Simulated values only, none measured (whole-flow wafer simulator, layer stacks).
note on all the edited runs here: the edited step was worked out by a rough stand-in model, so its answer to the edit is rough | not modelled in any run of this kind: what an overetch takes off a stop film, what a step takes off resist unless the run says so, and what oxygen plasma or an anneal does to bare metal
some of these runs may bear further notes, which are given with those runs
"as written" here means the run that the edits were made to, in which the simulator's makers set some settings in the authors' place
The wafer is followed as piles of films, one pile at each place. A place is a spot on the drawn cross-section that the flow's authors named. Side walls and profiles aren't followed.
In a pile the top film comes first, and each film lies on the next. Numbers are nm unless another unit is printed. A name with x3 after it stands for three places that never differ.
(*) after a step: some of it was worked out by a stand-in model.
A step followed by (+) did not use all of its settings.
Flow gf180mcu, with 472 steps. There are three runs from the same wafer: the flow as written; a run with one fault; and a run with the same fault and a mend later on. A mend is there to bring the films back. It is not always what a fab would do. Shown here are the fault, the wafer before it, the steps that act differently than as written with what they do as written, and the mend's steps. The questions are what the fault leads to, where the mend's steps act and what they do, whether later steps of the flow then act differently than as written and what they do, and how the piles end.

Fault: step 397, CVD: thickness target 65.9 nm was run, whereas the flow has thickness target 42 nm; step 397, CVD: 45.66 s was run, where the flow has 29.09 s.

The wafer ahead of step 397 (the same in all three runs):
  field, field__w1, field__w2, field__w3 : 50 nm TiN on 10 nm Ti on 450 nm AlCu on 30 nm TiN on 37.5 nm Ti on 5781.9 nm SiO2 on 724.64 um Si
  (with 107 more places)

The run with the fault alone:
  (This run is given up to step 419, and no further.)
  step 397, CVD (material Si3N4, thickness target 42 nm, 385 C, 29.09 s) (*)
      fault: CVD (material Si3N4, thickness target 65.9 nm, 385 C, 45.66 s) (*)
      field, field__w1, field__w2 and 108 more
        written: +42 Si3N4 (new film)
        fault: +65.9 Si3N4 (new film)
  Steps further on in the flow that do not act as written:
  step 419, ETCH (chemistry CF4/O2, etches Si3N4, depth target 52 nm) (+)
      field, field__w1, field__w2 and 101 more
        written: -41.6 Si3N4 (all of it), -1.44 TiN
        fault: -52 Si3N4
  After step 419, at field, field__w1, field__w2 and 109 more, the piles differ from the flow's by more than 2% or 0.5 nm, whichever is larger.
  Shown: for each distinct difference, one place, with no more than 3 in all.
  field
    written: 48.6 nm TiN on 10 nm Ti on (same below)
    fault: 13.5 nm Si3N4 on 50 nm TiN on 10 nm Ti on (same below)
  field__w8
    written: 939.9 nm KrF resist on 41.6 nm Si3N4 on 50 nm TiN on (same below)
    fault: 939.9 nm KrF resist on 65.5 nm Si3N4 on 50 nm TiN on (same below)
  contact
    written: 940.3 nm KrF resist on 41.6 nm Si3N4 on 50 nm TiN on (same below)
    fault: 940.3 nm KrF resist on 65.5 nm Si3N4 on 50 nm TiN on (same below)

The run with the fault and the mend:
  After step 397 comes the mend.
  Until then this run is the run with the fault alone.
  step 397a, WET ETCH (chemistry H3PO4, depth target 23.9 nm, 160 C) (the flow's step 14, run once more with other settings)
      field, field__w1, field__w2 and 108 more
        -23.9 Si3N4
  Every later step of the flow that is run acts as written, at every place that is followed, to within 2% or 0.5 nm, whichever is larger.
  The piles end only slightly different from the flow's at the places that both follow, by no more than 2% or 0.5 nm, whichever is larger.
